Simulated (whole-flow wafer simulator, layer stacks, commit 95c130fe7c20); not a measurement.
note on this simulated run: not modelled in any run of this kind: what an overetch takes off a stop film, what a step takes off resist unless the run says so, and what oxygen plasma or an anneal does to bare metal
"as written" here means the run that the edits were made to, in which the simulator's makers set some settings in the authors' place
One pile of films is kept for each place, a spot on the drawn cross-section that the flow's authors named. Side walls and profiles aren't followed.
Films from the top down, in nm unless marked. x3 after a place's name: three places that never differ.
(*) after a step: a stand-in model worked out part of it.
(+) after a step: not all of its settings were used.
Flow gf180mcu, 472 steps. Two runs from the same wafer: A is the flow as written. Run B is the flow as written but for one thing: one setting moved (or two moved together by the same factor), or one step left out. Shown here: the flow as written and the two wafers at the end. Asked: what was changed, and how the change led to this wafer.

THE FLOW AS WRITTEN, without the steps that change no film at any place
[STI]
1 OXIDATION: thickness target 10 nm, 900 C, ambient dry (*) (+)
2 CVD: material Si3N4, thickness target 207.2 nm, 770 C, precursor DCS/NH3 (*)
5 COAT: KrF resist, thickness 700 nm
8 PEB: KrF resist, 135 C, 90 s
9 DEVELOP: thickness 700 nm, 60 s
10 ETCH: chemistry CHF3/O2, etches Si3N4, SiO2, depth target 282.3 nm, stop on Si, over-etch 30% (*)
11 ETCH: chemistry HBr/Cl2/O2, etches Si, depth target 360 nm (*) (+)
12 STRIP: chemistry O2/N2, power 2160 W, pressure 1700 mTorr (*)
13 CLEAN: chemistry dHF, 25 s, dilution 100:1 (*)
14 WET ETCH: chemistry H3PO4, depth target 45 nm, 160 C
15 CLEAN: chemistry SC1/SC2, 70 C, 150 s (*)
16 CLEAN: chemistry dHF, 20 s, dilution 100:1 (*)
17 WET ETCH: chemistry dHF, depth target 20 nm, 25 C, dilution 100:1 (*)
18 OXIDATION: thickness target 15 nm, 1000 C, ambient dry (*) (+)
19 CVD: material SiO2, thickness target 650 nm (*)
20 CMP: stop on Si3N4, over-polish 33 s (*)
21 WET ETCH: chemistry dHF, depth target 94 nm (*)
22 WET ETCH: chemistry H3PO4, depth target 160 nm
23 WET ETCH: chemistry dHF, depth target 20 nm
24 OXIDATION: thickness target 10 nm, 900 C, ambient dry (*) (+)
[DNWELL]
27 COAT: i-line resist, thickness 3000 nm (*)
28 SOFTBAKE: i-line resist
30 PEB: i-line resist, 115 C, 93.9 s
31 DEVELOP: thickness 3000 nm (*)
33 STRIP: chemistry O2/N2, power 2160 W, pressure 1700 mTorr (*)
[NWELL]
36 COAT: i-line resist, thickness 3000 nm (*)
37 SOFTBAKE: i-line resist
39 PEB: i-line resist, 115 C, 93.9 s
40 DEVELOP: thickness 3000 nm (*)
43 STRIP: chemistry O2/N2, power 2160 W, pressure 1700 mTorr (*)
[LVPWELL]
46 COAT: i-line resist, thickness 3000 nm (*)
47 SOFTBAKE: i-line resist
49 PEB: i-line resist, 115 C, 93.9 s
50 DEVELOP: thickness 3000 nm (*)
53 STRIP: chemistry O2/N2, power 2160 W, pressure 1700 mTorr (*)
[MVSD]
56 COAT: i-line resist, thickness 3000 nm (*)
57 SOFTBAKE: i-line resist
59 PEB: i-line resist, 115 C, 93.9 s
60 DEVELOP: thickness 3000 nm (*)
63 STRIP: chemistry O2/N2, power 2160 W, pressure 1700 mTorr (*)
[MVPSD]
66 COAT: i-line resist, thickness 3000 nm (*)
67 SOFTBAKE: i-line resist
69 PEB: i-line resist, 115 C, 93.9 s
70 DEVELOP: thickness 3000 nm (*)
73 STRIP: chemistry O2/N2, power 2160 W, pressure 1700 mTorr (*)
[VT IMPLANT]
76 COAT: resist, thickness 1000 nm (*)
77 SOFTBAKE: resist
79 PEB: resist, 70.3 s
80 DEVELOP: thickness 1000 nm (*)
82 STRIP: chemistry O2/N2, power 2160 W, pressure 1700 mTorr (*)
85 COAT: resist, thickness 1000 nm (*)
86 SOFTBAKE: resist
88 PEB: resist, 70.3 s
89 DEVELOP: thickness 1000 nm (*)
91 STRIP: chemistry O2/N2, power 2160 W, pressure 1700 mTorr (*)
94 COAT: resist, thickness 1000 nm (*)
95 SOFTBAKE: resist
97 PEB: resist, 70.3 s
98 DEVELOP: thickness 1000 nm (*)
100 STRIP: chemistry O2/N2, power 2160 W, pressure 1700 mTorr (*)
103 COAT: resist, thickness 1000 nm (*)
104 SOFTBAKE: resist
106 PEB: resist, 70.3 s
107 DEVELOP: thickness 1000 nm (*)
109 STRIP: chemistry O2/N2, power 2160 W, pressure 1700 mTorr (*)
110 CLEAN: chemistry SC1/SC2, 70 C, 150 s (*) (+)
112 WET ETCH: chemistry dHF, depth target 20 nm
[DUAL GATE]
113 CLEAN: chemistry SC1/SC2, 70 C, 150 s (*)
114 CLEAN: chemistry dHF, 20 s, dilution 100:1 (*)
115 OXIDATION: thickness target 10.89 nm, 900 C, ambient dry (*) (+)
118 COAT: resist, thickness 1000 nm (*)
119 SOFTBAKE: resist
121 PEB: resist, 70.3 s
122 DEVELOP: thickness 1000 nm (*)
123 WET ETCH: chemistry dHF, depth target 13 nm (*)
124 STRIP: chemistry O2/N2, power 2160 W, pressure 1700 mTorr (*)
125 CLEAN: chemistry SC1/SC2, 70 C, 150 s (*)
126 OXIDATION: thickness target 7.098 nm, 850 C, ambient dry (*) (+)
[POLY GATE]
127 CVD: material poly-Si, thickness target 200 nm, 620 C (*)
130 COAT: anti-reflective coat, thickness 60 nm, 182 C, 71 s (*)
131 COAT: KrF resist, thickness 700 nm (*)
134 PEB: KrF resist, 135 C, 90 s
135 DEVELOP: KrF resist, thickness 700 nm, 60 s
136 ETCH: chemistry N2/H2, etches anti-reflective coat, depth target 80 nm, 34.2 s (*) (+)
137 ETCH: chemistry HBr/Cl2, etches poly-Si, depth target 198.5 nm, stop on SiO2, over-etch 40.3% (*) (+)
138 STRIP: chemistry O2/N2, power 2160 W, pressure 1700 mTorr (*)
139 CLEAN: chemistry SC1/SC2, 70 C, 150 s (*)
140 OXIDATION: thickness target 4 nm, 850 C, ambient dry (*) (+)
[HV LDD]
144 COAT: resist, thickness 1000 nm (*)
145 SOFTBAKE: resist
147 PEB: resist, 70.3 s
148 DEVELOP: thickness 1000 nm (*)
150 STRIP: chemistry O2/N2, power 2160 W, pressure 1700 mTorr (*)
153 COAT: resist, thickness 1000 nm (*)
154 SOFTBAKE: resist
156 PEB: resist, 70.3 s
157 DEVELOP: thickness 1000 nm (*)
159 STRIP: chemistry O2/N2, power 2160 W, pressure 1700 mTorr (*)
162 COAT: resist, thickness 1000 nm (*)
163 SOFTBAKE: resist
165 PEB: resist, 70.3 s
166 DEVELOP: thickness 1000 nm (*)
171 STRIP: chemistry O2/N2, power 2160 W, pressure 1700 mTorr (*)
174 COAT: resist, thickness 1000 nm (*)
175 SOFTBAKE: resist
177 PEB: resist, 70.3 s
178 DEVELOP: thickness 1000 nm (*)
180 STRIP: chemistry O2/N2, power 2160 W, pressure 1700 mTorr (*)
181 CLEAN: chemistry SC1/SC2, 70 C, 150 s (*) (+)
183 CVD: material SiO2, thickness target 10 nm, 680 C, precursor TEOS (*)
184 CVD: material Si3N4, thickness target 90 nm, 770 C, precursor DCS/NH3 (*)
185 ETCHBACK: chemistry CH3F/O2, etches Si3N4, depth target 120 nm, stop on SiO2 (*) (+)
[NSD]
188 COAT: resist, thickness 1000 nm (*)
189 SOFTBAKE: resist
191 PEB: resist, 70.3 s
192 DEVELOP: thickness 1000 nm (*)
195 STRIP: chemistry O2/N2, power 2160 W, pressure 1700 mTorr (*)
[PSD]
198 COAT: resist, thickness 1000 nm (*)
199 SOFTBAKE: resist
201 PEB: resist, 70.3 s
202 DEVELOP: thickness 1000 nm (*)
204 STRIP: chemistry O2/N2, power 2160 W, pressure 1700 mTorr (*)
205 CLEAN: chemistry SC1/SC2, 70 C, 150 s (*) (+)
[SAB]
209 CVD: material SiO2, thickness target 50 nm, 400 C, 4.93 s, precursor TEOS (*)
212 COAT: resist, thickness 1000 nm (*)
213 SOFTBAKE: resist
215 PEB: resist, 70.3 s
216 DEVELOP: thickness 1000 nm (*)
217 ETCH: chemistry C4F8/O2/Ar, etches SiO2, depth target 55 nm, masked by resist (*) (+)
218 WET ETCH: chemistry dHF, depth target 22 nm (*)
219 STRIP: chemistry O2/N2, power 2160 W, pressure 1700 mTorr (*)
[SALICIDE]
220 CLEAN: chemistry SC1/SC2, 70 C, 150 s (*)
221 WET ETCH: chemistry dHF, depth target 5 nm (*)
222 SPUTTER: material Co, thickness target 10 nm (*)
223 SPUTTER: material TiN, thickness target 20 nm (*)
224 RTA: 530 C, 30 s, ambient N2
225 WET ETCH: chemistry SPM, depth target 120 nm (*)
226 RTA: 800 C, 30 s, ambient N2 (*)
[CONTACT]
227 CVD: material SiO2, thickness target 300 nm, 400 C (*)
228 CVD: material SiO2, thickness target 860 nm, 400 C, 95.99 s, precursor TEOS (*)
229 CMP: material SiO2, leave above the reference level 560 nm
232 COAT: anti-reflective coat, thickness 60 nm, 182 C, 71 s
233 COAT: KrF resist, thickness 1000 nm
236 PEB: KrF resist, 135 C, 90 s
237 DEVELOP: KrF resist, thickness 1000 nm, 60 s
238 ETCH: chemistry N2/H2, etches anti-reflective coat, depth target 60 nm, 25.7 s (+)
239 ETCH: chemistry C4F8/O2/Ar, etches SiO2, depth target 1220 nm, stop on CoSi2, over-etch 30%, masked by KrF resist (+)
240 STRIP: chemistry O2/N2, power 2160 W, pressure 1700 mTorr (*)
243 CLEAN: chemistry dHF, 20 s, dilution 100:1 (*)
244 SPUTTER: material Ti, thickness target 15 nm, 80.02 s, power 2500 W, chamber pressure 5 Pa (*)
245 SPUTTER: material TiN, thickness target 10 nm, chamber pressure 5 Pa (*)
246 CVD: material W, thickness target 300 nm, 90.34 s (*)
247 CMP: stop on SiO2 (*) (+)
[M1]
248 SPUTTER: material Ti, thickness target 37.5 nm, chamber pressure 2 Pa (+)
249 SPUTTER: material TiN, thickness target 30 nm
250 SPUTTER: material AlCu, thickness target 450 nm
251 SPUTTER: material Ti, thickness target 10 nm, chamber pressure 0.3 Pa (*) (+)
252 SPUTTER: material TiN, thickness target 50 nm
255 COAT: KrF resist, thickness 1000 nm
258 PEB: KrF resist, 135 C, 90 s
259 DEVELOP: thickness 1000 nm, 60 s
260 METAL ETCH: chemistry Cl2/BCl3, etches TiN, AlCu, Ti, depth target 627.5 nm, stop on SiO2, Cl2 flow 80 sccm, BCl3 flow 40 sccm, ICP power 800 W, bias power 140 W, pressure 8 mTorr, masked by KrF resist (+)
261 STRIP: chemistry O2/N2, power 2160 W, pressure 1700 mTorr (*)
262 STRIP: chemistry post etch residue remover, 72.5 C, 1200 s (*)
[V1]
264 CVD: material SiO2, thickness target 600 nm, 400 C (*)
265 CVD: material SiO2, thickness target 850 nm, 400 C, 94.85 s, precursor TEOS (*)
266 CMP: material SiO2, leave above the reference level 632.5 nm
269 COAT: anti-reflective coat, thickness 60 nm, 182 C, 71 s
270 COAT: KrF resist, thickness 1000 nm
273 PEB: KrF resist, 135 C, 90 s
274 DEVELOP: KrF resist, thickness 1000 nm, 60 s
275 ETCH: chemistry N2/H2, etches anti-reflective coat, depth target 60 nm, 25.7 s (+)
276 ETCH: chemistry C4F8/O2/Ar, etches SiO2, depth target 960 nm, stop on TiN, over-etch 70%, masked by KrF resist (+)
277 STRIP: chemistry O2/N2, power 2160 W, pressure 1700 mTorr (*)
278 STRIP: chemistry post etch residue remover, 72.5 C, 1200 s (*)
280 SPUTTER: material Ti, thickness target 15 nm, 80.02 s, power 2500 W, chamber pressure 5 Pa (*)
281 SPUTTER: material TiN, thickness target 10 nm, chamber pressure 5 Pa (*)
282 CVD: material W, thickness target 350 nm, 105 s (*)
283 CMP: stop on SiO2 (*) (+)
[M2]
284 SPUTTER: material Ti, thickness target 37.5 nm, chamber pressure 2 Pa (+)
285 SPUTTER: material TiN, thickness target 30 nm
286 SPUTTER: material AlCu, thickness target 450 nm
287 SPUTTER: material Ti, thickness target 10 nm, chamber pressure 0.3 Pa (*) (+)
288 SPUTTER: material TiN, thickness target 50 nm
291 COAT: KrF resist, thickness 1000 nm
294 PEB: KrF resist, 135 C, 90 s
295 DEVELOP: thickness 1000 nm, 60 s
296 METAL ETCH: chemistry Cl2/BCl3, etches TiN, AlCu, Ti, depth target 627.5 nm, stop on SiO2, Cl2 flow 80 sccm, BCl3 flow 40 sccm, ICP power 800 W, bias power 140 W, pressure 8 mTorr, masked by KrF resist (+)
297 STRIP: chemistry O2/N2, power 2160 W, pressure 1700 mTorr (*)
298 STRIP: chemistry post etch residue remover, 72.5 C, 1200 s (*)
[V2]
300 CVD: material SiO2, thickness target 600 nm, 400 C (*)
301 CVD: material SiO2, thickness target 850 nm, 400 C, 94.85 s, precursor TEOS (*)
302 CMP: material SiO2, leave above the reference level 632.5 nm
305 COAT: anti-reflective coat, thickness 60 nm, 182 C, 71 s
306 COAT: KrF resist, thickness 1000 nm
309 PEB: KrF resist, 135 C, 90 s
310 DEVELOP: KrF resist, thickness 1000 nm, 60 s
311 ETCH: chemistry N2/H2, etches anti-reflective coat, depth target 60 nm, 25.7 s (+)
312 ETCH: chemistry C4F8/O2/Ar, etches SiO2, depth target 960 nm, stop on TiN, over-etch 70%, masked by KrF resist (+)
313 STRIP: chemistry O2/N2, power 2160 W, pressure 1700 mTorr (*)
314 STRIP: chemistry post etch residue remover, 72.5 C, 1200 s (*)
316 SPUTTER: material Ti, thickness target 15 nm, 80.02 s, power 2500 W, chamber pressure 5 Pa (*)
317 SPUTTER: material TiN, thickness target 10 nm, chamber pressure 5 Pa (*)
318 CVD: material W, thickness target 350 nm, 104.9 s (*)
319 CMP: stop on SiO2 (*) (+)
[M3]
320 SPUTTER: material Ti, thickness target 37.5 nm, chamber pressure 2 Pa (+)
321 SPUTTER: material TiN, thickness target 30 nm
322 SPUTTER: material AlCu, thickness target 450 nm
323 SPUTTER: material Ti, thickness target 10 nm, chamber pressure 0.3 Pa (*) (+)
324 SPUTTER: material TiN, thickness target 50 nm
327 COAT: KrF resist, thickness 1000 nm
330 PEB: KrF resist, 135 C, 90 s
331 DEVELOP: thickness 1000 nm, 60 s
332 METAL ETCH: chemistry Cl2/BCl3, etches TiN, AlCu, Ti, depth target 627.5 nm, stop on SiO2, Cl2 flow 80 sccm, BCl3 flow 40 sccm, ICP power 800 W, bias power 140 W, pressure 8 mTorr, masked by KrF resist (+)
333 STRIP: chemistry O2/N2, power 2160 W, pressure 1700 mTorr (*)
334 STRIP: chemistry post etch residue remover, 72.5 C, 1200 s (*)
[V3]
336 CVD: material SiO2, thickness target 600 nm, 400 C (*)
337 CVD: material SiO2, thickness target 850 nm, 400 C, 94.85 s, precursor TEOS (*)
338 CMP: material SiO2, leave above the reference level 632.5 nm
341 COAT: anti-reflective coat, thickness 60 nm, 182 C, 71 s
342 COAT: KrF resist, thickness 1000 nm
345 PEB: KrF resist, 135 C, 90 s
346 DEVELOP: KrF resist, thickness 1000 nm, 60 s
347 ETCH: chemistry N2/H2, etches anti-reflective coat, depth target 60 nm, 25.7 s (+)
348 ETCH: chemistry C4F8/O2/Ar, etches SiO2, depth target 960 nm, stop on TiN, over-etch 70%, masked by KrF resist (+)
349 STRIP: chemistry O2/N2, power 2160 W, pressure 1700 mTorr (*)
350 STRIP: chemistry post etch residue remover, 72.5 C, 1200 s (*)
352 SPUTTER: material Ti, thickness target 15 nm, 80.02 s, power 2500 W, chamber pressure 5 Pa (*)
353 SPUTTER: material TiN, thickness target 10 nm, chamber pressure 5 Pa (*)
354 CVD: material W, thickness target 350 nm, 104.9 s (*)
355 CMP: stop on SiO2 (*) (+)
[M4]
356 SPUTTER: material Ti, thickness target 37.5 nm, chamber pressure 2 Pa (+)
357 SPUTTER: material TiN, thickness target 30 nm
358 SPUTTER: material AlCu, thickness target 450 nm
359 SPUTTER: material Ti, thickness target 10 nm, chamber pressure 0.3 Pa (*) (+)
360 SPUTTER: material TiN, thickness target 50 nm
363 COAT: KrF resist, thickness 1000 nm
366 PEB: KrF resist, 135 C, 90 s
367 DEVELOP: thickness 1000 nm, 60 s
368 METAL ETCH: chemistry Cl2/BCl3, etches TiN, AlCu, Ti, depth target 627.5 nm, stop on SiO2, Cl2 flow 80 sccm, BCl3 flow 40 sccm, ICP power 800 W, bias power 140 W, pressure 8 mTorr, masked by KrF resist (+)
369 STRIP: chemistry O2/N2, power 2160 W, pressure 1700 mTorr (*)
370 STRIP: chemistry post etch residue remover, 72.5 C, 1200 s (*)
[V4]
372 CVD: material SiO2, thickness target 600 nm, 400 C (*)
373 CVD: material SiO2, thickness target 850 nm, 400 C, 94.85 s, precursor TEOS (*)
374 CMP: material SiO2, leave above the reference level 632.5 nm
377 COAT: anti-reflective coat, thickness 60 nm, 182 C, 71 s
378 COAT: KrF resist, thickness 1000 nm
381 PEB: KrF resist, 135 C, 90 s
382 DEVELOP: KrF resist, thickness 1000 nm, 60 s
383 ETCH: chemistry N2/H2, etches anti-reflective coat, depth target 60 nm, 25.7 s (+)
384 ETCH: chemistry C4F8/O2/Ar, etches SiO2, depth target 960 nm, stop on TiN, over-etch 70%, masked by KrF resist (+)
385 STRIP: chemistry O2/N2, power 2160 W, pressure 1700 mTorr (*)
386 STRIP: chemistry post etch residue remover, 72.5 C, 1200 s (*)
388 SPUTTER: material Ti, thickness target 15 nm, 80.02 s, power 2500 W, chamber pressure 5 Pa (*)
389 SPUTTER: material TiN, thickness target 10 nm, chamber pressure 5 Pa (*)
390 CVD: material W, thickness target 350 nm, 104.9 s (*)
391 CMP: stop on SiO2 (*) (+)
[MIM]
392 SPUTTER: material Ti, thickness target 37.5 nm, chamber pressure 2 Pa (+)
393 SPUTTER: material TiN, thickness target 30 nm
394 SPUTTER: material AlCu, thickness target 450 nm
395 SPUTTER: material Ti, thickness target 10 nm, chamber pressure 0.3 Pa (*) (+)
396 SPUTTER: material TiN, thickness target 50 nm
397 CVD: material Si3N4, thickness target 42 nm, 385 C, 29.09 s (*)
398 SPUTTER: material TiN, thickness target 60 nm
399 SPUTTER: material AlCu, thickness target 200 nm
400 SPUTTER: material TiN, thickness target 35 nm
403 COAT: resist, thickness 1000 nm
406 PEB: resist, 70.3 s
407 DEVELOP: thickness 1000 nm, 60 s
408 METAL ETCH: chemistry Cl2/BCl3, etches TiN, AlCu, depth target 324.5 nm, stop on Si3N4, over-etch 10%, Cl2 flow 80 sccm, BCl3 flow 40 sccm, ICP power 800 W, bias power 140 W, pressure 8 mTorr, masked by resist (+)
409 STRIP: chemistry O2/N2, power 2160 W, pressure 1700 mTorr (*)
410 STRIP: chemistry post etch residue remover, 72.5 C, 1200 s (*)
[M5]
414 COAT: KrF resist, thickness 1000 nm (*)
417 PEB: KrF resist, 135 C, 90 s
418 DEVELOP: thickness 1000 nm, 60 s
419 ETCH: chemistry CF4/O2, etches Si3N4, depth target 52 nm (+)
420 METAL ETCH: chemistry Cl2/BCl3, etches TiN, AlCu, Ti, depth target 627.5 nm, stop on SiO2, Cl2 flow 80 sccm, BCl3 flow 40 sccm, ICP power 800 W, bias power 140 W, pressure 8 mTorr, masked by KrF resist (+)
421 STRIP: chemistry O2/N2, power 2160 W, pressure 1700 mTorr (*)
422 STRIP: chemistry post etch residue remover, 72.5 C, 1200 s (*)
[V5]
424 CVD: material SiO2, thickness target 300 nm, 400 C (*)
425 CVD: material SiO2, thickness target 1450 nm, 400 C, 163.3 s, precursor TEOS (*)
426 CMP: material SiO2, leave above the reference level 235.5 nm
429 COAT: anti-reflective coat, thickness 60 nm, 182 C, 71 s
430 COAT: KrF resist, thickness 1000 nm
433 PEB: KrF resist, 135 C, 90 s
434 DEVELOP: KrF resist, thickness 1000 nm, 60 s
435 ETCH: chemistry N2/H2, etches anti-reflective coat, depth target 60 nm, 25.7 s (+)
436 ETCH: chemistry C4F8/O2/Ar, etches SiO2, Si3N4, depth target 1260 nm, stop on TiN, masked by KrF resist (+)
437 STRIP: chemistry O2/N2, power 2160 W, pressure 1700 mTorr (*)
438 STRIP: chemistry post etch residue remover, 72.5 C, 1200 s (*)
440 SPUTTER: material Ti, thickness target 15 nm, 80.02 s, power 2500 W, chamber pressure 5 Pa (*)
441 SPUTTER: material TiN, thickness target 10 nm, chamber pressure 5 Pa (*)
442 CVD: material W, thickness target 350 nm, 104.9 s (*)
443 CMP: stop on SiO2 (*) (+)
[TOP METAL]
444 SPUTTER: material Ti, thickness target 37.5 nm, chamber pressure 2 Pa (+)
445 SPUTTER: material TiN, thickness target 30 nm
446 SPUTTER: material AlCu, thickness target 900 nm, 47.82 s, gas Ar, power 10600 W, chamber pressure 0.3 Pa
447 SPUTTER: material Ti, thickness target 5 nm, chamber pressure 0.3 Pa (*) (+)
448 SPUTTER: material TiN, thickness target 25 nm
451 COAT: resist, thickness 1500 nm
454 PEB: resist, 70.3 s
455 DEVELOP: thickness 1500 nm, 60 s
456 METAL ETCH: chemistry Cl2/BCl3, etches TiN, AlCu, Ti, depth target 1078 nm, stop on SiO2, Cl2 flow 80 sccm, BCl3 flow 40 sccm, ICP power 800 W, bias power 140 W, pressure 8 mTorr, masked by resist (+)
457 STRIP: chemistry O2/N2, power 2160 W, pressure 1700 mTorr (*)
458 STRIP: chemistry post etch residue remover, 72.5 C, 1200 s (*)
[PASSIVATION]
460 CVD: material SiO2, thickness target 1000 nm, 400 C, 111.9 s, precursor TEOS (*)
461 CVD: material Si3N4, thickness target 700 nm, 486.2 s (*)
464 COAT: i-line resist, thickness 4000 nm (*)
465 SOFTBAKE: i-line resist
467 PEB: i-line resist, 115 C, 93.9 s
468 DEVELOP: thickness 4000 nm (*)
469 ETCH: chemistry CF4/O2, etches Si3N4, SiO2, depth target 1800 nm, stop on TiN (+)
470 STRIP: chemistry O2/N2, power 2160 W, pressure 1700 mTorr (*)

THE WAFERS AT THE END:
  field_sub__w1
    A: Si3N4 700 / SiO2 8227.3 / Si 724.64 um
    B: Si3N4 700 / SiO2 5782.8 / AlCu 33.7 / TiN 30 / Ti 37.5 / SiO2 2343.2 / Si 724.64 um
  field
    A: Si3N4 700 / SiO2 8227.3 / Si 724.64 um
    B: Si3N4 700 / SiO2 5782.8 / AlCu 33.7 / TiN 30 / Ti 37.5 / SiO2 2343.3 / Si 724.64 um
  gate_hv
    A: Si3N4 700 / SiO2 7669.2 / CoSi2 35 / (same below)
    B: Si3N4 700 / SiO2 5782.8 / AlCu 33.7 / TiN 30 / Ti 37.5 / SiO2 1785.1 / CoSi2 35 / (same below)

The cause: step 296, METAL ETCH: depth target 470.6 nm was run, where the flow has depth target 627.5 nm.

How the change led to this, step by step:
  296 METAL ETCH: chemistry Cl2/BCl3, etches TiN, AlCu, Ti, depth target 627.5 nm, stop on SiO2, Cl2 flow 80 sccm, BCl3 flow 40 sccm, ICP power 800 W, bias power 140 W, pressure 8 mTorr, masked by KrF resist (+)
      field, field__w1, field__w2 and 103 more: A TiN -50 (all of it), Ti -10 (all of it), AlCu -450 (all of it), TiN -30 (all of it), Ti -37.5 (all of it) | B TiN -50 (all of it), Ti -10 (all of it), AlCu -410.6
      field__w8, contact, m1, m1__w1, m1_nw: A KrF resist -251 | B KrF resist -188.2
  297 STRIP: chemistry O2/N2, power 2160 W, pressure 1700 mTorr (*)
      field__w8, contact, m1, m1__w1, m1_nw: A KrF resist -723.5 (all of it) | B KrF resist -786.3 (all of it)
  298 STRIP: chemistry post etch residue remover, 72.5 C, 1200 s (*)
      field, field__w1, field__w2 and 103 more: A nothing | B AlCu -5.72
  300 CVD: material SiO2, thickness target 600 nm, 400 C (*)
      field, field__w1, field__w2 and 103 more: A SiO2 +600 | B SiO2 +600 (new film)
  302 CMP: material SiO2, leave above the reference level 632.5 nm
      field, field__w1, field__w2 and 103 more: A SiO2 -300 | B SiO2 -401.2
Counting metal films that touch as one body, field_sub__w1 has 1 body; the flow as written gives 0 bodies.
Counting metal films that touch as one body, field has 1 body; the flow as written gives 0 bodies.
Counting metal films that touch as one body, gate_hv has 2 bodies (between them, from the top down: SiO2 1785.1); the flow as written gives 1 body.
